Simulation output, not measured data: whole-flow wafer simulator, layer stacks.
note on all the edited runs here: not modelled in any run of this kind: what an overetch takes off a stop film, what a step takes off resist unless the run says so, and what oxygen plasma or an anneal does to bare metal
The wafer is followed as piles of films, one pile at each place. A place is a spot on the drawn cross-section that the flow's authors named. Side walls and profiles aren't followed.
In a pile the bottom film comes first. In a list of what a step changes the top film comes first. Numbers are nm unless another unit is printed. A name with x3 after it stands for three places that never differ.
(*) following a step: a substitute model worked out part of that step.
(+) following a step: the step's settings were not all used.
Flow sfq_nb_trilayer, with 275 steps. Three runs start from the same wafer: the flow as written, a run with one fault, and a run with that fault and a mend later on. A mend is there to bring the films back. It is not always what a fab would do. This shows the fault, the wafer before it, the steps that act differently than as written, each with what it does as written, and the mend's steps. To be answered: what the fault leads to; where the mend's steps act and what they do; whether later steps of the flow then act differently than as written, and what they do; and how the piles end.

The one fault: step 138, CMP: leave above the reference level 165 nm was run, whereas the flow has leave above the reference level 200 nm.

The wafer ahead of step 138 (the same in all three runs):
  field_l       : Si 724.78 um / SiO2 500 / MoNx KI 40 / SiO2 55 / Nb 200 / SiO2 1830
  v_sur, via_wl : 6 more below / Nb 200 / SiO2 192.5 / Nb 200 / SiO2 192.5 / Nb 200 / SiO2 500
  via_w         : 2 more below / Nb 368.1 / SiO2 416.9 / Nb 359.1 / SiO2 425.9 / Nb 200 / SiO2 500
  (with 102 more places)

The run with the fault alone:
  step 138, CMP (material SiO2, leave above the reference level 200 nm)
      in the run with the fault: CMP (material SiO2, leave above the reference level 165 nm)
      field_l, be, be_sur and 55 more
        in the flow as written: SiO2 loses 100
        in the run with the fault: SiO2 loses 135
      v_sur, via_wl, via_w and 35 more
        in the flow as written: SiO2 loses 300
        in the run with the fault: SiO2 loses 335
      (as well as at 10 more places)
  Steps further on in the flow that do not act as written (6 other steps are not shown; they differ only slightly, by no more than 2% or 0.5 nm, whichever is larger):
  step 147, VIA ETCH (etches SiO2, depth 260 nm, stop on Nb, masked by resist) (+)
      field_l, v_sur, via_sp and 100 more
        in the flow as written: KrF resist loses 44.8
        in the run with the fault: KrF resist loses 42.6
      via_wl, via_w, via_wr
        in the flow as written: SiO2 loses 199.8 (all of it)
        in the run with the fault: SiO2 loses 164.8 (all of it)
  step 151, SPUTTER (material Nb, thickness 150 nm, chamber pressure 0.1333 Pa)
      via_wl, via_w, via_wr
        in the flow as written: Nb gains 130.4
        in the run with the fault: Nb gains 134.5
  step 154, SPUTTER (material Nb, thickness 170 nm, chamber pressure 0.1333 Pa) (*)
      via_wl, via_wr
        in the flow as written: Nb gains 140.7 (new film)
        in the run with the fault: Nb gains 146.8 (new film)
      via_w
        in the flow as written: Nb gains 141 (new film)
        in the run with the fault: Nb gains 147.1 (new film)
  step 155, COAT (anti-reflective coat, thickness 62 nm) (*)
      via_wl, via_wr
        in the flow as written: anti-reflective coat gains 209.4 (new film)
        in the run with the fault: anti-reflective coat gains 175.6 (new film)
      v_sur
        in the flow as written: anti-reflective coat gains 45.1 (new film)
        in the run with the fault: anti-reflective coat gains 46.6 (new film)
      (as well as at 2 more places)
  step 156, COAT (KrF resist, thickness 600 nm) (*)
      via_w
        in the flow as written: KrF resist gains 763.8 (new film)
        in the run with the fault: KrF resist gains 730.5 (new film)
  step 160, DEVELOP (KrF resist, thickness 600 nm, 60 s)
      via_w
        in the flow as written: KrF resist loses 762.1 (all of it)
        in the run with the fault: KrF resist loses 728.9 (all of it)
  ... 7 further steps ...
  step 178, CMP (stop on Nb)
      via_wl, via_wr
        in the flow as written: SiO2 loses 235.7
        in the run with the fault: SiO2 loses 274.7
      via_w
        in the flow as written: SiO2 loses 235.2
        in the run with the fault: SiO2 loses 274.2
  At v_sur, via_wl, via_w and 39 more, the piles at the end differ from the flow's by more than 2% or 0.5 nm, whichever is larger.
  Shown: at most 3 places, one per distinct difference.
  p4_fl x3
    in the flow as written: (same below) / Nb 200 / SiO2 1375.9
    in the run with the fault: (same below) / Nb 200 / SiO2 1340.9
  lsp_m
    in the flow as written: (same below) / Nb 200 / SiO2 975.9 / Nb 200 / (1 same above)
    in the run with the fault: (same below) / Nb 200 / SiO2 940.9 / Nb 200 / (1 same above)
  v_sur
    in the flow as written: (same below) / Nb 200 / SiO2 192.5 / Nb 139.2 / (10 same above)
    in the run with the fault: (same below) / Nb 200 / SiO2 157.5 / Nb 139.2 / (10 same above)

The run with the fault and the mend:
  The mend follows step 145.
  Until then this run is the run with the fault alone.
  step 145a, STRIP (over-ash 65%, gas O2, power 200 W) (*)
      field_l, v_sur, via_sp and 100 more
        KrF resist loses 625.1 (all of it), anti-reflective coat loses 62 (all of it)
      via_wl, via_w, via_wr
        anti-reflective coat loses 62 (all of it)
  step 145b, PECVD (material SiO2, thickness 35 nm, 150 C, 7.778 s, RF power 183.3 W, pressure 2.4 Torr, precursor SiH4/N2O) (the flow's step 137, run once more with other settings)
      field_l, v_sur, via_wl and 103 more
        SiO2 gains 35
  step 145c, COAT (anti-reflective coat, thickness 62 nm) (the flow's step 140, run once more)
      field_l, v_sur, via_wl and 103 more
        anti-reflective coat gains 62 (new film)
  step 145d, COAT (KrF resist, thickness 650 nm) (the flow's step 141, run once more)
      field_l, v_sur, via_wl and 103 more
        KrF resist gains 650 (new film)
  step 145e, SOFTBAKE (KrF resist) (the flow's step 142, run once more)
      alters no film at any place that is followed
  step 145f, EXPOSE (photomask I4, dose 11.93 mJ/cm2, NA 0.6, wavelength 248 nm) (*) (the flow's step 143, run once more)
      alters no film at any place that is followed
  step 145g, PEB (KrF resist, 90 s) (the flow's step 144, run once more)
      field_l, v_sur, via_wl and 103 more
        KrF resist loses 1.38
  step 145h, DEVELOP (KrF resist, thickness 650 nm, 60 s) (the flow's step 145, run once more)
      field_l, v_sur, via_sp and 100 more
        KrF resist loses 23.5
      via_wl, via_w, via_wr
        KrF resist loses 648.6 (all of it)
  None of the later steps of the flow differs from how it acts as written, at any place that is followed, by more than 2% or 0.5 nm, whichever is larger.
  When the end is reached, the piles differ only a little from the flow's at the places that both follow, at most by 2% or 0.5 nm, whichever is larger.
